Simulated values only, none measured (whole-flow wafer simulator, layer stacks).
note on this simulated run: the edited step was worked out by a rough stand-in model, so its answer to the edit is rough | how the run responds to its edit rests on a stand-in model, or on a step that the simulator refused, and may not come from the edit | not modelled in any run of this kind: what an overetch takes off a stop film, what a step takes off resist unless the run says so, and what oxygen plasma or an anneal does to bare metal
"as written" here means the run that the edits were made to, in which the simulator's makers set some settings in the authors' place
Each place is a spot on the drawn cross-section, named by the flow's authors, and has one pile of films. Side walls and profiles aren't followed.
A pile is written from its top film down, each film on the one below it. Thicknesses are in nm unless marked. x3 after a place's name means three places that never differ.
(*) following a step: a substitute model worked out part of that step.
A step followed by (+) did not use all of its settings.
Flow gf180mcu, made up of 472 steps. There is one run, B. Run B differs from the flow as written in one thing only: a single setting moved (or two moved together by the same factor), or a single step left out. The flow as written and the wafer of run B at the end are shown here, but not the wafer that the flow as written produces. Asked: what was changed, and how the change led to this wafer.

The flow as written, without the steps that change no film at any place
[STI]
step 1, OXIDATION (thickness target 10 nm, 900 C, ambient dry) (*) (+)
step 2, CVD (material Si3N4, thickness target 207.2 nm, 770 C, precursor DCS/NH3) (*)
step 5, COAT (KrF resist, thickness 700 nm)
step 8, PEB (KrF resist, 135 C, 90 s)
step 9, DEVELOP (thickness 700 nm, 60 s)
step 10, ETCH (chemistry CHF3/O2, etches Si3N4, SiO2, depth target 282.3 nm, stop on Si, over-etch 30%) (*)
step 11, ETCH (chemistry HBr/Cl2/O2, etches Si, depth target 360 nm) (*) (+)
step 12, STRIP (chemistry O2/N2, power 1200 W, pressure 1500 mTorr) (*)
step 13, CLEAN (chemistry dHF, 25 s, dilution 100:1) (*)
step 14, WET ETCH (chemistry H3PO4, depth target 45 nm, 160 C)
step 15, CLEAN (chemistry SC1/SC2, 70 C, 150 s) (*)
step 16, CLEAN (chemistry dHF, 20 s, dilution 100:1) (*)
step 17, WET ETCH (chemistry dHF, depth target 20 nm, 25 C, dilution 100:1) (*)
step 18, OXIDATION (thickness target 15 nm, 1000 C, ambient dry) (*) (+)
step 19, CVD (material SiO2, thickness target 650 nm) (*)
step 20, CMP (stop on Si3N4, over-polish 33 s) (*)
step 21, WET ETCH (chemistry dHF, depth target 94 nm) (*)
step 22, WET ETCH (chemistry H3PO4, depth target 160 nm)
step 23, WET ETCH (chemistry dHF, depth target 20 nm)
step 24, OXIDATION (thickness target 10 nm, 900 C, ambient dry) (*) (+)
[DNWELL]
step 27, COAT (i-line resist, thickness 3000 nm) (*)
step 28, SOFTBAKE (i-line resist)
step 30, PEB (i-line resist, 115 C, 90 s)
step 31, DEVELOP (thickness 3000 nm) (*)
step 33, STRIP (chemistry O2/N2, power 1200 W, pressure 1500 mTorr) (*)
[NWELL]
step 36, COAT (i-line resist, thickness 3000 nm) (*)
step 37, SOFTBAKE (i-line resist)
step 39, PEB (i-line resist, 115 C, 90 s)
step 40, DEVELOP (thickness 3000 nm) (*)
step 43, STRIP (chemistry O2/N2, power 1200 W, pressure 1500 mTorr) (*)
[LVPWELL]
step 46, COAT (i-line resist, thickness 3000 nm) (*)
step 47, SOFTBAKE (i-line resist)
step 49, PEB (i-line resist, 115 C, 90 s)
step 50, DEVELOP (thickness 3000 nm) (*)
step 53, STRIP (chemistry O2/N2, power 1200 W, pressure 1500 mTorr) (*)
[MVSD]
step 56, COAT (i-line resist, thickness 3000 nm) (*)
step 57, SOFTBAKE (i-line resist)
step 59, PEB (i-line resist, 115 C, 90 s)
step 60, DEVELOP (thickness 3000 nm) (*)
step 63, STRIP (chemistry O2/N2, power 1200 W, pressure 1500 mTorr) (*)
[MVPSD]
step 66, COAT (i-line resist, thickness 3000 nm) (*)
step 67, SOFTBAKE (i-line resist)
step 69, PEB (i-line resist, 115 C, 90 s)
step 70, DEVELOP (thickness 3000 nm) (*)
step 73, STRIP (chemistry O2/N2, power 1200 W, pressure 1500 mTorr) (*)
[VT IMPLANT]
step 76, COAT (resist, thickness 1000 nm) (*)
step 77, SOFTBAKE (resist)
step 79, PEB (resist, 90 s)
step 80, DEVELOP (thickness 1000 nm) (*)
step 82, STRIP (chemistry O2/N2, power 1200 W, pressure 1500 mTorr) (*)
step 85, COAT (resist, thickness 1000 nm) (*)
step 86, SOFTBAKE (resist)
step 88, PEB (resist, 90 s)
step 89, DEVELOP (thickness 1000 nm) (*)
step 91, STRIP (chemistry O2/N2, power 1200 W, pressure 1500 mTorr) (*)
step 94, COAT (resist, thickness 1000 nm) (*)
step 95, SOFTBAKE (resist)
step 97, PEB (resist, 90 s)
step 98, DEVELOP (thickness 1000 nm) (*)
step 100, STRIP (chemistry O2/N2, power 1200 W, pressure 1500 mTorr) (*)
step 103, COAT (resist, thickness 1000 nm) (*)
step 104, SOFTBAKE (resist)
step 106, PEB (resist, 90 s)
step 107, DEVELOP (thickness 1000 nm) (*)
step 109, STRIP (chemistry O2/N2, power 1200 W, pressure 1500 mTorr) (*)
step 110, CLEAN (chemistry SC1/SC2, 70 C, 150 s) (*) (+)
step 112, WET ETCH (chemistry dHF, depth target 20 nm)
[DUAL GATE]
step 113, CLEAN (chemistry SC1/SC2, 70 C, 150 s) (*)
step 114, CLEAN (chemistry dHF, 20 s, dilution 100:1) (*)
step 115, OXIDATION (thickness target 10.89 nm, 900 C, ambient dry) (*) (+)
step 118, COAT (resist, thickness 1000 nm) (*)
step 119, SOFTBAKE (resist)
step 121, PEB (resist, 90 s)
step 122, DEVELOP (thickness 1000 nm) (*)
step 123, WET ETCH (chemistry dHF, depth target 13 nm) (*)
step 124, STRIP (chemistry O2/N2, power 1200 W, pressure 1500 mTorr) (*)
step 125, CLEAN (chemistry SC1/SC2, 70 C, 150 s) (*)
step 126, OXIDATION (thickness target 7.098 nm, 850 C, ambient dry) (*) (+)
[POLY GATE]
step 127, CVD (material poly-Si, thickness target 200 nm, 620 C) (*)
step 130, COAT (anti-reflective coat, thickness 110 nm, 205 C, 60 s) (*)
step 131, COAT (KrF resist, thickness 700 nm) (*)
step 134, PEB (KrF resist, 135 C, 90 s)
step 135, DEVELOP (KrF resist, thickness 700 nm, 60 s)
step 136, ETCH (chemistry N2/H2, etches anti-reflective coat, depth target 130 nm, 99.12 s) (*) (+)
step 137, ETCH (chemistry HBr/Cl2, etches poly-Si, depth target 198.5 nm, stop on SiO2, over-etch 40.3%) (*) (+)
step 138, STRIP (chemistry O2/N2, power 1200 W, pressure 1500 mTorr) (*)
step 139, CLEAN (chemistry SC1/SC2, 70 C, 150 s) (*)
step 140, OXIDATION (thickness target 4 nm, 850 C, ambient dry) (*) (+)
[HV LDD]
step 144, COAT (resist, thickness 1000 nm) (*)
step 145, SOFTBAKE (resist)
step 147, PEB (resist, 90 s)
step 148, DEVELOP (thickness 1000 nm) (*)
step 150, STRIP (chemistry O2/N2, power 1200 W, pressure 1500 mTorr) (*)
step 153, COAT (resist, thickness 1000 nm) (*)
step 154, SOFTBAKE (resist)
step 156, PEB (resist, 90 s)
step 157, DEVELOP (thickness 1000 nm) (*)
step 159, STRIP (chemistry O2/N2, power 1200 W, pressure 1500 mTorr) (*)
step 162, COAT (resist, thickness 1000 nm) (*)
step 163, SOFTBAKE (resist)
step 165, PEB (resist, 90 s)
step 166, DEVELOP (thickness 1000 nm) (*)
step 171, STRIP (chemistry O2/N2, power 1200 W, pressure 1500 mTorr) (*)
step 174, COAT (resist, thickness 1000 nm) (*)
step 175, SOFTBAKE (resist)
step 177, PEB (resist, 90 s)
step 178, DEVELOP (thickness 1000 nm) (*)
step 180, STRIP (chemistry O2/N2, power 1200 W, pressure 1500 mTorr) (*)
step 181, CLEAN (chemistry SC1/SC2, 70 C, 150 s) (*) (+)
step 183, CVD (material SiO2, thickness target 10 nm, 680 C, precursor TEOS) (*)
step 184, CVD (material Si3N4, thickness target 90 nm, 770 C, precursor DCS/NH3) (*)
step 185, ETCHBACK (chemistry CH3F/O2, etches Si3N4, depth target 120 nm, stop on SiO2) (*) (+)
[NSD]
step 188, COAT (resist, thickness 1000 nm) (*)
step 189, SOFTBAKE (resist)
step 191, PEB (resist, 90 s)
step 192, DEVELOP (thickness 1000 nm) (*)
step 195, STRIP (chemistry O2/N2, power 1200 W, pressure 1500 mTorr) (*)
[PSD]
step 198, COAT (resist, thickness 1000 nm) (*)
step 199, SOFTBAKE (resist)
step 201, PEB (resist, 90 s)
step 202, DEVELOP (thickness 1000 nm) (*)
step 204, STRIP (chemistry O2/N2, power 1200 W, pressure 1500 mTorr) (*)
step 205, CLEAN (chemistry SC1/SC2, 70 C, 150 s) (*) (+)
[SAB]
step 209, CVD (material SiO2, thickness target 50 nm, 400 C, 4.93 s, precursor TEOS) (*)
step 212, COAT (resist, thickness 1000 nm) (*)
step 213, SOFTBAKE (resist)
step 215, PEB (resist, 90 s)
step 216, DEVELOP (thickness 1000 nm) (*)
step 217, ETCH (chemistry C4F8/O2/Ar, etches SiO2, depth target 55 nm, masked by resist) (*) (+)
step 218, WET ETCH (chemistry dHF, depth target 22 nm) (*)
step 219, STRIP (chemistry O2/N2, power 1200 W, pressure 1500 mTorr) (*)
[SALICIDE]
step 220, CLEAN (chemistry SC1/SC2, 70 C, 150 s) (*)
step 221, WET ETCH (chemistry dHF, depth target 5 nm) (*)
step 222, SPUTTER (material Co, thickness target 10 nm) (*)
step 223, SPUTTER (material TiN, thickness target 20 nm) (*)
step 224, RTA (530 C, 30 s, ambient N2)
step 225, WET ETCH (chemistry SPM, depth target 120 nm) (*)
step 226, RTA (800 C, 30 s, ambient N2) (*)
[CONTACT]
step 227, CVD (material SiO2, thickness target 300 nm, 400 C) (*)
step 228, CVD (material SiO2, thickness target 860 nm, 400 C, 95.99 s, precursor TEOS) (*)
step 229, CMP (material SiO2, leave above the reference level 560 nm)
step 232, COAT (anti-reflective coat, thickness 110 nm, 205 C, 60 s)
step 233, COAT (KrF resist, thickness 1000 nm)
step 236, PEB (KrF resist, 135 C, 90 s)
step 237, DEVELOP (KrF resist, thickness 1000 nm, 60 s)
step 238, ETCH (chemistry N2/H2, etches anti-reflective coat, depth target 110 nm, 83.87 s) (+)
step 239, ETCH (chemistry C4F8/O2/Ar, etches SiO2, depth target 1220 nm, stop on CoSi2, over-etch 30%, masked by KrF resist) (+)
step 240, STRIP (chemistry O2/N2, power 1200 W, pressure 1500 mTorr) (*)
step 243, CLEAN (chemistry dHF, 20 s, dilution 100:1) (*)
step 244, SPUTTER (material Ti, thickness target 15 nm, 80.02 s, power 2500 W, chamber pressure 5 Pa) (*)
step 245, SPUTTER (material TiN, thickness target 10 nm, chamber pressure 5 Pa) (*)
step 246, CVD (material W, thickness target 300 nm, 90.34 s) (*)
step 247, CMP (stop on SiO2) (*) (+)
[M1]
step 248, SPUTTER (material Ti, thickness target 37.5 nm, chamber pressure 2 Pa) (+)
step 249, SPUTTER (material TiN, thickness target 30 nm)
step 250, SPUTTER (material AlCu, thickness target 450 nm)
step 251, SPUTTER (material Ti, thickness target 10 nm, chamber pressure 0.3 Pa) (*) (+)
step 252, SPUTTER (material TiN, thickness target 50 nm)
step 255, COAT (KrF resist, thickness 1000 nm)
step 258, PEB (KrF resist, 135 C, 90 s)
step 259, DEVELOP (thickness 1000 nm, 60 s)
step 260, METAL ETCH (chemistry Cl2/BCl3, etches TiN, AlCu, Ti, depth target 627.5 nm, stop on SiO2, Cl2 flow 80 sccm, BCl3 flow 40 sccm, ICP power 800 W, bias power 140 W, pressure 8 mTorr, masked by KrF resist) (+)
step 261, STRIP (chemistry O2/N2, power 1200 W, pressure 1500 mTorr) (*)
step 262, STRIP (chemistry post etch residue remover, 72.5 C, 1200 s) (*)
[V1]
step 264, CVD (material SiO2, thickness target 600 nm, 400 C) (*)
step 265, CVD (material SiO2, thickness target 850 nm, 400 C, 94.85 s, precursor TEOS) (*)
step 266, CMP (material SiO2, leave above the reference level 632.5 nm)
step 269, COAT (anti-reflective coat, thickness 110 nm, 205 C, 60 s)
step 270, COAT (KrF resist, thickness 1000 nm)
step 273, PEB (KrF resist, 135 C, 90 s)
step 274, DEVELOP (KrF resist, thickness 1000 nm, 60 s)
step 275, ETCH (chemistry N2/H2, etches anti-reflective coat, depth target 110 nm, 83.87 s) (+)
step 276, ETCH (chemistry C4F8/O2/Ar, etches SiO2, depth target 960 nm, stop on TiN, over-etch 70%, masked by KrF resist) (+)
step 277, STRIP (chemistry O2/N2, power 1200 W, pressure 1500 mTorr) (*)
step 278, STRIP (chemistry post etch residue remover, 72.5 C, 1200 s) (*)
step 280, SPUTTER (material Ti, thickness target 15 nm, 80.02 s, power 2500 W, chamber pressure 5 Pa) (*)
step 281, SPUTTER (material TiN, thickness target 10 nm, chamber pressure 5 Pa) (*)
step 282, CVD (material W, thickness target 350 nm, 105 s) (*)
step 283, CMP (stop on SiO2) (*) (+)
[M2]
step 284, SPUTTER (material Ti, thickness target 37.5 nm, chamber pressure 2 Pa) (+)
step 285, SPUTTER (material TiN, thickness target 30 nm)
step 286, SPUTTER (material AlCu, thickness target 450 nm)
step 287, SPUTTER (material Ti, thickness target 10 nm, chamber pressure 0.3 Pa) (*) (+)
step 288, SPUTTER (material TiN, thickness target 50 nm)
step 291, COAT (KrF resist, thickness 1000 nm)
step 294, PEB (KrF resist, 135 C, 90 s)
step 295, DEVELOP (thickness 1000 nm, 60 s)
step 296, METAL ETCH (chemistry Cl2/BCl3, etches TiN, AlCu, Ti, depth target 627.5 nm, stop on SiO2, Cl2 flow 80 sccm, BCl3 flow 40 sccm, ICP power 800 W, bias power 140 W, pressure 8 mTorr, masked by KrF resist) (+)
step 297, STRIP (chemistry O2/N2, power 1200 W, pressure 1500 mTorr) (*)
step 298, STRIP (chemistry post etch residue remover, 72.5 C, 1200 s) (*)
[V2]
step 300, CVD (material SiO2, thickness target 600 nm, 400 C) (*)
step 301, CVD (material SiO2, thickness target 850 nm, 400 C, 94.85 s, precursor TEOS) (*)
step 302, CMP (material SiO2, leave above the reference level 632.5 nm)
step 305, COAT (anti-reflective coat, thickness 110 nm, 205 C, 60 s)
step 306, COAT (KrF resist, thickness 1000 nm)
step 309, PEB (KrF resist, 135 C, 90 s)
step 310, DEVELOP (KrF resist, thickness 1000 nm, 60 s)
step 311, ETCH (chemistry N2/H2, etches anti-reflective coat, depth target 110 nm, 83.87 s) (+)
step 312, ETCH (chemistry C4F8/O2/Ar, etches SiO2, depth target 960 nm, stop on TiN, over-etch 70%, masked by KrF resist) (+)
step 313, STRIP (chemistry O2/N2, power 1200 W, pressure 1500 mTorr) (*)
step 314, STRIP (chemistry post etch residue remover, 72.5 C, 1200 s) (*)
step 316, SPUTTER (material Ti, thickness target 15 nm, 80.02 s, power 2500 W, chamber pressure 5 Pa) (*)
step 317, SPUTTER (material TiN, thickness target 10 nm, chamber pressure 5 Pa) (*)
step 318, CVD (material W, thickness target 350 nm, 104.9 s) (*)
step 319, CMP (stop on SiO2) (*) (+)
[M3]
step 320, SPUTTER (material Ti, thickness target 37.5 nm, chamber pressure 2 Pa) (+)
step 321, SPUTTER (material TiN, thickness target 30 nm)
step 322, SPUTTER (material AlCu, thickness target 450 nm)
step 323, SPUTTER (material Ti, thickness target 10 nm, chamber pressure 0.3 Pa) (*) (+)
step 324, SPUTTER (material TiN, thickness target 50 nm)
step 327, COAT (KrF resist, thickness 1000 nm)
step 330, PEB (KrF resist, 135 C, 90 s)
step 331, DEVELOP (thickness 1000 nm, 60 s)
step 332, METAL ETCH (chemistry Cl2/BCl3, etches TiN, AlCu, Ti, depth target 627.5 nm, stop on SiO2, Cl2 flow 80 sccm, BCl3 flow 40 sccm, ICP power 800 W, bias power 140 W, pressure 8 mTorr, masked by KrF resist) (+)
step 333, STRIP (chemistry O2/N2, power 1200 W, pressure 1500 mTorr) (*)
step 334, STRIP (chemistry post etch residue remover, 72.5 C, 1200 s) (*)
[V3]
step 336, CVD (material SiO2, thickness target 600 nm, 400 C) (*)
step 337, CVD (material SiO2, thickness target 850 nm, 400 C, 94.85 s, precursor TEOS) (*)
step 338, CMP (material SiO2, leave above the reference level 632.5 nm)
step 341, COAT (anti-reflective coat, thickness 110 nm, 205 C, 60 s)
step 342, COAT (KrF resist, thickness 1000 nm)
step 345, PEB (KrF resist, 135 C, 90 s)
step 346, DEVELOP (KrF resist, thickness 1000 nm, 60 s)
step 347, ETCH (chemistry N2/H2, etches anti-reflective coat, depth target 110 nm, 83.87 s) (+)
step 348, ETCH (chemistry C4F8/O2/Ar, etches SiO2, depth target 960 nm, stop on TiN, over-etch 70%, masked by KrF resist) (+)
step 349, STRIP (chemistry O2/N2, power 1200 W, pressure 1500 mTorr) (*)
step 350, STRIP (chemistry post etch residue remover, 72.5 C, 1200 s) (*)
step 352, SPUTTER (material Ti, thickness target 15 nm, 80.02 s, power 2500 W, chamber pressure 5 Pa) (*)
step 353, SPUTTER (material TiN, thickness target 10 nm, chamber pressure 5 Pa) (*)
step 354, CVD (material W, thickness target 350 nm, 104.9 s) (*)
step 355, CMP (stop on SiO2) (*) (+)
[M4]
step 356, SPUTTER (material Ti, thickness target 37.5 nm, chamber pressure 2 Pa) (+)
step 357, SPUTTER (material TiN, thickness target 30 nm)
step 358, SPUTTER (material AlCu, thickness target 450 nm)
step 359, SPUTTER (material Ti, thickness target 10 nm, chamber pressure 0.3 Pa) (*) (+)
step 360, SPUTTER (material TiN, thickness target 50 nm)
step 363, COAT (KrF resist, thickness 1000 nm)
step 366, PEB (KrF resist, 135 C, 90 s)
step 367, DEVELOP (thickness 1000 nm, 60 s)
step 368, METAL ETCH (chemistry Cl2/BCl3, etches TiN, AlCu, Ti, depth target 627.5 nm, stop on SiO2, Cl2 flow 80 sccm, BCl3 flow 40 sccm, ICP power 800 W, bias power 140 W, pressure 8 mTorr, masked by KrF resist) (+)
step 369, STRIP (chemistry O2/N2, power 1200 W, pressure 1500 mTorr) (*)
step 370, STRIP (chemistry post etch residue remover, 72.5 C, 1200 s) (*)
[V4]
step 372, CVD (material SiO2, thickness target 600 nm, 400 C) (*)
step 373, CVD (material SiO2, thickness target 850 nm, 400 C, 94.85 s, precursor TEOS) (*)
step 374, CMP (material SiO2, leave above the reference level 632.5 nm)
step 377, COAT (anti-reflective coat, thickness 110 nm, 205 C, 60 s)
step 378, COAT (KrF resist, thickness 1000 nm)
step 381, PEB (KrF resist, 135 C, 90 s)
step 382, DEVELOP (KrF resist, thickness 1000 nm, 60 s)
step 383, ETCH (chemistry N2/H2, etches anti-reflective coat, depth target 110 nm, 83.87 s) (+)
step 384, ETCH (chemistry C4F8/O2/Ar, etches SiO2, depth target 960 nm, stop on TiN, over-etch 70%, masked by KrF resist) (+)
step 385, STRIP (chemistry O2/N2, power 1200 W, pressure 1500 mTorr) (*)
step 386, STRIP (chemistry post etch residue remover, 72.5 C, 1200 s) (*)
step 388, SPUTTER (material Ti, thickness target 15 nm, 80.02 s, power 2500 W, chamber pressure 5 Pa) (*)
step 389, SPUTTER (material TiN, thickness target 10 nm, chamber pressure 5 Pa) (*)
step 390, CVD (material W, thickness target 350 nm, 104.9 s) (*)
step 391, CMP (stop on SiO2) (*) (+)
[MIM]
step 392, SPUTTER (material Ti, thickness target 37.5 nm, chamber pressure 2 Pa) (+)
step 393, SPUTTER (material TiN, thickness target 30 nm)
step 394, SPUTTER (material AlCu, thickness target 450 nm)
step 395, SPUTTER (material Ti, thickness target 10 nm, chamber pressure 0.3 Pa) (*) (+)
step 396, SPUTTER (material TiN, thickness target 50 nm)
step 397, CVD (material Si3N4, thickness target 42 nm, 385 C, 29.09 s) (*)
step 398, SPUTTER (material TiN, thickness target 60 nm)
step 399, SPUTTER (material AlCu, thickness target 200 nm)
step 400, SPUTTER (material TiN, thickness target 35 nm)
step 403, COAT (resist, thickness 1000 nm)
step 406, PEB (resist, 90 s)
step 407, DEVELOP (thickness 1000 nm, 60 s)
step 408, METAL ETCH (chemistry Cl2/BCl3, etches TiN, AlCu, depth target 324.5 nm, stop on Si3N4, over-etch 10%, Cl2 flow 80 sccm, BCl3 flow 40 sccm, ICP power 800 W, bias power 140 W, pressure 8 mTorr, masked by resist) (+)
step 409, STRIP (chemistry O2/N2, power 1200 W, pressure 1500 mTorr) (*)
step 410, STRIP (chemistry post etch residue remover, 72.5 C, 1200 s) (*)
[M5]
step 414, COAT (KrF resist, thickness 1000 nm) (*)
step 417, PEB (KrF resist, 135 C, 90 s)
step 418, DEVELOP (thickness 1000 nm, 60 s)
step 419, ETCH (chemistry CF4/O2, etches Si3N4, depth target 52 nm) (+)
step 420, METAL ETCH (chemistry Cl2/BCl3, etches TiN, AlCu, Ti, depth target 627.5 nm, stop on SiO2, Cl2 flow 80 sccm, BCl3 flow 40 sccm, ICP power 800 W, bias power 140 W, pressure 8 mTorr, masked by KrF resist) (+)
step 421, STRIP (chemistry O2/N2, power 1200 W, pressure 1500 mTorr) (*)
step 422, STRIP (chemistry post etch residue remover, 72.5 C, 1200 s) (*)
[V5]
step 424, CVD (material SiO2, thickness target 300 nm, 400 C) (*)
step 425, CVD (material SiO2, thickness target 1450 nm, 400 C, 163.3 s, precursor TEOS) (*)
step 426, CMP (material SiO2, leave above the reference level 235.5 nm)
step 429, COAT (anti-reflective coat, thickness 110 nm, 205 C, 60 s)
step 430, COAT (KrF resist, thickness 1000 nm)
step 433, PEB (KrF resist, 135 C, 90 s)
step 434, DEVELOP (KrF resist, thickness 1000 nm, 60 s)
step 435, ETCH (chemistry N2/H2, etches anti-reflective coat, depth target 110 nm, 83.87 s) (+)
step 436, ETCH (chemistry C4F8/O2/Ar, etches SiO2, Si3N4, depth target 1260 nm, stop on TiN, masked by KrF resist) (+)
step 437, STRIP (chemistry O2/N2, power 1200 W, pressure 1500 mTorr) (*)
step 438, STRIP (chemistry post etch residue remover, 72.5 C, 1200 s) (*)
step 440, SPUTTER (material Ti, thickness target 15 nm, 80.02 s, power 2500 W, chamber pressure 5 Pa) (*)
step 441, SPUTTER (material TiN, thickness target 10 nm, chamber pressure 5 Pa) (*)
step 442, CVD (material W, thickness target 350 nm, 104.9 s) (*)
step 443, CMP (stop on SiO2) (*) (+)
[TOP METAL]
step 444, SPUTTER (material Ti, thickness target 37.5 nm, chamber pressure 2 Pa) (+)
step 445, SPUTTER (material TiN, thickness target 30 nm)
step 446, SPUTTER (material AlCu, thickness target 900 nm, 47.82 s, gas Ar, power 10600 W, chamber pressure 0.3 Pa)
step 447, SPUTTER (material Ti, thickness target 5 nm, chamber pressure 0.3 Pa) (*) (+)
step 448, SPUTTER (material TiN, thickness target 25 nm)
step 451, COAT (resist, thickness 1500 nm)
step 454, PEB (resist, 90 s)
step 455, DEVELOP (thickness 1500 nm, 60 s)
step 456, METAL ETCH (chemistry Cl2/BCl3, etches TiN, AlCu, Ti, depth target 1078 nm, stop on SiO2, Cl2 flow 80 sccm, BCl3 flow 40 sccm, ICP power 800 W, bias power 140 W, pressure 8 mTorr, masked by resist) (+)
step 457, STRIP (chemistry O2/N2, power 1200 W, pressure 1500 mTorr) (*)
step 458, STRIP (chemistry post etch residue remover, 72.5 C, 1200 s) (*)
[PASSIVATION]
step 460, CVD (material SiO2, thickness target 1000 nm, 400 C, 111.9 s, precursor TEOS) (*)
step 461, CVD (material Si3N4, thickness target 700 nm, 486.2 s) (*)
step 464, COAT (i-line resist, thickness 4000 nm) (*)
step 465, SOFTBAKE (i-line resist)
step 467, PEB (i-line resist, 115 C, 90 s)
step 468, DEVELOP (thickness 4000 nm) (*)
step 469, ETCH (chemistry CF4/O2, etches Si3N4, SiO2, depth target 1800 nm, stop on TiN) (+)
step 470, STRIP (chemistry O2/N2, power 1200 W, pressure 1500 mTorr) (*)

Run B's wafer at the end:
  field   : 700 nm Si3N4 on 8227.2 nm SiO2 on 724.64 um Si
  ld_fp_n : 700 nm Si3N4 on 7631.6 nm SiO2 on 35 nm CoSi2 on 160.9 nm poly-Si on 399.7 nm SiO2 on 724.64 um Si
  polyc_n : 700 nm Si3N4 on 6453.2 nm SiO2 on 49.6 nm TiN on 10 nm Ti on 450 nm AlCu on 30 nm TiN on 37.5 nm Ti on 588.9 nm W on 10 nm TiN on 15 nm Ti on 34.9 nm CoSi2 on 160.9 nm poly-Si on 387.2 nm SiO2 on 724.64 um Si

Cause: step 21, WET ETCH: depth target 75.2 nm was run, whereas the flow has depth target 94 nm.

Step by step, how the change led to this:
  step 21, WET ETCH (chemistry dHF, depth target 94 nm) (*)
      active, n_well, p_well and 40 more: Si3N4 loses 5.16 (as written it would have been: Si3N4 loses 6.43)
      field, field_sub, sti and 34 more: SiO2 loses 75.2 (as written it would have been: SiO2 loses 94)
  step 28, SOFTBAKE (i-line resist)
      field: i-line resist gains 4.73 (as written it would have been: i-line resist gains 3.04)
      field_sub: i-line resist gains 4.01 (as written it would have been: i-line resist gains 2.58)
      (and at 55 other places as well)
  step 37, SOFTBAKE (i-line resist)
      field: i-line resist gains 4.73 (as written it would have been: i-line resist gains 3.04)
      field_sub: i-line resist gains 4.01 (as written it would have been: i-line resist gains 2.58)
      (and at 55 other places as well)
  step 47, SOFTBAKE (i-line resist)
      field: i-line resist gains 4.73 (as written it would have been: i-line resist gains 3.04)
      field_sub: i-line resist gains 4.01 (as written it would have been: i-line resist gains 2.58)
      (and at 55 other places as well)
  step 57, SOFTBAKE (i-line resist)
      field: i-line resist gains 4.73 (as written it would have been: i-line resist gains 3.04)
      field_sub: i-line resist gains 4.01 (as written it would have been: i-line resist gains 2.58)
      (and at 55 other places as well)
  step 67, SOFTBAKE (i-line resist)
      field: i-line resist gains 4.73 (as written it would have been: i-line resist gains 3.04)
      field_sub: i-line resist gains 4.01 (as written it would have been: i-line resist gains 2.58)
      (and at 55 other places as well)
  step 79, PEB (resist, 90 s)
      p_well, spacer, sd_n: resist loses 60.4 (as written it would have been: resist loses 59.1)
  step 88, PEB (resist, 90 s)
      p_well, spacer, sd_n: resist loses 60.4 (as written it would have been: resist loses 59.1)
  step 97, PEB (resist, 90 s)
      p_well, spacer, sd_n: resist loses 60.4 (as written it would have been: resist loses 59.1)
  step 106, PEB (resist, 90 s)
      p_well, spacer, sd_n: resist loses 60.4 (as written it would have been: resist loses 59.1)
  step 127, CVD (material poly-Si, thickness target 200 nm, 620 C) (*)
      ldn_drn, ldp_drn: poly-Si gains 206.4 (new film) (as written it would have been: poly-Si gains 200 (new film))
  step 130, COAT (anti-reflective coat, thickness 110 nm, 205 C, 60 s) (*)
      p_well, spacer, sd_n: anti-reflective coat gains 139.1 (new film) (as written it would have been: anti-reflective coat gains 121 (new film))
      ld_body_p_dnw, vpnp_e: anti-reflective coat gains 126.3 (new film) (as written it would have been: anti-reflective coat gains 115.2 (new film))
      (and at 73 other places as well)
  step 136, ETCH (chemistry N2/H2, etches anti-reflective coat, depth target 130 nm, 99.12 s) (*) (+)
      p_well, spacer, sd_n: anti-reflective coat loses 139.1 (all of it), poly-Si loses 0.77 (as written it would have been: anti-reflective coat loses 121 (all of it), poly-Si loses 1.23)
      field: anti-reflective coat loses 106.2 (all of it), poly-Si loses 1.61 (as written it would have been: anti-reflective coat loses 112.6 (all of it), poly-Si loses 1.45)
      (and at 52 other places as well)
  step 137, ETCH (chemistry HBr/Cl2, etches poly-Si, depth target 198.5 nm, stop on SiO2, over-etch 40.3%) (*) (+)
      ldn_drn, ldp_drn: poly-Si loses 205.1 (all of it), SiO2 loses 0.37 (as written it would have been: poly-Si loses 198.7 (all of it), SiO2 loses 0.4)
  step 138, STRIP (chemistry O2/N2, power 1200 W, pressure 1500 mTorr) (*)
      gate: chemical SiO2 gains 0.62 (new film), KrF resist loses 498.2 (all of it), anti-reflective coat loses 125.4 (all of it), poly-Si loses 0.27 (as written it would have been: chemical SiO2 gains 0.62 (new film), KrF resist loses 496.5 (all of it), anti-reflective coat loses 117 (all of it), poly-Si loses 0.27)
      gate_hv: chemical SiO2 gains 0.62 (new film), KrF resist loses 498.7 (all of it), anti-reflective coat loses 114.9 (all of it), poly-Si loses 0.27 (as written it would have been: chemical SiO2 gains 0.62 (new film), KrF resist loses 495.3 (all of it), anti-reflective coat loses 109.8 (all of it), poly-Si loses 0.27)
      (and at 20 other places as well)
  step 189, SOFTBAKE (resist)
      active_hv: resist gains 0.27 (as written it would have been: resist gains 0.78)
  ... 12 other steps ...
  step 246, CVD (material W, thickness target 300 nm, 90.34 s) (*)
      polyc_n, polyc_p: W gains 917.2 (new film) (as written it would have been: W gains 936 (new film))
